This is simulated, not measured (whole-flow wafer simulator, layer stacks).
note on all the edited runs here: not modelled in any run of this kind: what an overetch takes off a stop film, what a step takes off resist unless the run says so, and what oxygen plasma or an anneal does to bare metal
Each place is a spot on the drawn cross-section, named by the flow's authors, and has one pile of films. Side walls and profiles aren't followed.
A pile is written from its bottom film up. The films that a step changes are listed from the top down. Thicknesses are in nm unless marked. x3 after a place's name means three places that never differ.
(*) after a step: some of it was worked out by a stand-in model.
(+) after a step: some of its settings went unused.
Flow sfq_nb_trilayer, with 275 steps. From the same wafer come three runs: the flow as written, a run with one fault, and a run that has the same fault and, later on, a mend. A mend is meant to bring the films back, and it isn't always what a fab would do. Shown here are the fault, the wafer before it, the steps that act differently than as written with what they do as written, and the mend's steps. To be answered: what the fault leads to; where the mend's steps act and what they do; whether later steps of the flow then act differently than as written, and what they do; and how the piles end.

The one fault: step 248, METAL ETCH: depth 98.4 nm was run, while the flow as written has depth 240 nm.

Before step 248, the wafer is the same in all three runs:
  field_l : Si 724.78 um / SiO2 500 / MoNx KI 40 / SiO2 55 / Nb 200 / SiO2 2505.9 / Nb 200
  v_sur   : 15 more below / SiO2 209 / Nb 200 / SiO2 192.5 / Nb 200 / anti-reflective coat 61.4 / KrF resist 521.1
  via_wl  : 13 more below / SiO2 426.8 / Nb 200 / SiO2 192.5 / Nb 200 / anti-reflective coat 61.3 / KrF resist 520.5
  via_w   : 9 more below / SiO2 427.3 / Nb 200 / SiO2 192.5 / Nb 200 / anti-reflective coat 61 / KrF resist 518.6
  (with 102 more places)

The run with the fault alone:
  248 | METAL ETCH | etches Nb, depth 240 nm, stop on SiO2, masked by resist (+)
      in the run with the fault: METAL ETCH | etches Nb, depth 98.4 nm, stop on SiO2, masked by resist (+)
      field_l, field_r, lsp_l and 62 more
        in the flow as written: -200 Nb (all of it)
        in the run with the fault: -98.4 Nb
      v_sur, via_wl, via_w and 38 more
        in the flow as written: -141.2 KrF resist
        in the run with the fault: -57.9 KrF resist
  Later steps of the flow acting differently than as written:
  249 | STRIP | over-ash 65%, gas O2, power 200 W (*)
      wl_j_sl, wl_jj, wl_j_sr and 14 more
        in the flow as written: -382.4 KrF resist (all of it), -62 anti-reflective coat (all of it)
        in the run with the fault: -465.7 KrF resist (all of it), -62 anti-reflective coat (all of it)
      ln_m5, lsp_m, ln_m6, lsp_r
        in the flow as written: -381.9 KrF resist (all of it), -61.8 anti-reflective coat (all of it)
        in the run with the fault: -465.2 KrF resist (all of it), -61.8 anti-reflective coat (all of it)
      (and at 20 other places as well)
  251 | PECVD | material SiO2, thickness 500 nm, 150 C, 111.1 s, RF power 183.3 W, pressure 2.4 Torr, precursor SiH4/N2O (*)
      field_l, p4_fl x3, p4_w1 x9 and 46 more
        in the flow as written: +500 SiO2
        in the run with the fault: +500 SiO2 (new film)
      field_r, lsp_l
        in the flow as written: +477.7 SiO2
        in the run with the fault: +489 SiO2 (new film)
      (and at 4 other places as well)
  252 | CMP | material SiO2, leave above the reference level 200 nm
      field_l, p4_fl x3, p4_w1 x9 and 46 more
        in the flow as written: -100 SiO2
        in the run with the fault: -201.6 SiO2
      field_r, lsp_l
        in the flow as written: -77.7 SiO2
        in the run with the fault: -190.6 SiO2
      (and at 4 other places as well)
  At field_l, field_r, lsp_l and 62 more, the piles at the end differ from the flow's by more than 2% or 0.5 nm, whichever is larger.
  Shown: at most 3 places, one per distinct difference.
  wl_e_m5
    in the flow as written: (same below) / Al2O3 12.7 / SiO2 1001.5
    in the run with the fault: (same below) / Al2O3 12.7 / SiO2 601.5 / Nb 101.6 / SiO2 298.4
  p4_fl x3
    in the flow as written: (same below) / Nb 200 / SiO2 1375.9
    in the run with the fault: (same below) / Nb 200 / SiO2 975.9 / Nb 101.6 / SiO2 298.4
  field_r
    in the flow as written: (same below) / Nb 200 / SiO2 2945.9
    in the run with the fault: (same below) / Nb 200 / SiO2 2545.9 / Nb 101.6 / SiO2 298.4

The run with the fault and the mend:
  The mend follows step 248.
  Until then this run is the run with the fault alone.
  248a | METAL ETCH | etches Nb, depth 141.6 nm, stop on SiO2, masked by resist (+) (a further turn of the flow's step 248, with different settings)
      field_l, field_r, lsp_l and 62 more
        -101.6 Nb (all of it)
      v_sur, via_wl, via_w and 38 more
        -83.3 KrF resist
  Every later step of the flow that is run acts as written at every place that is followed.
  At every place that both follow, the piles at the end match the flow's.
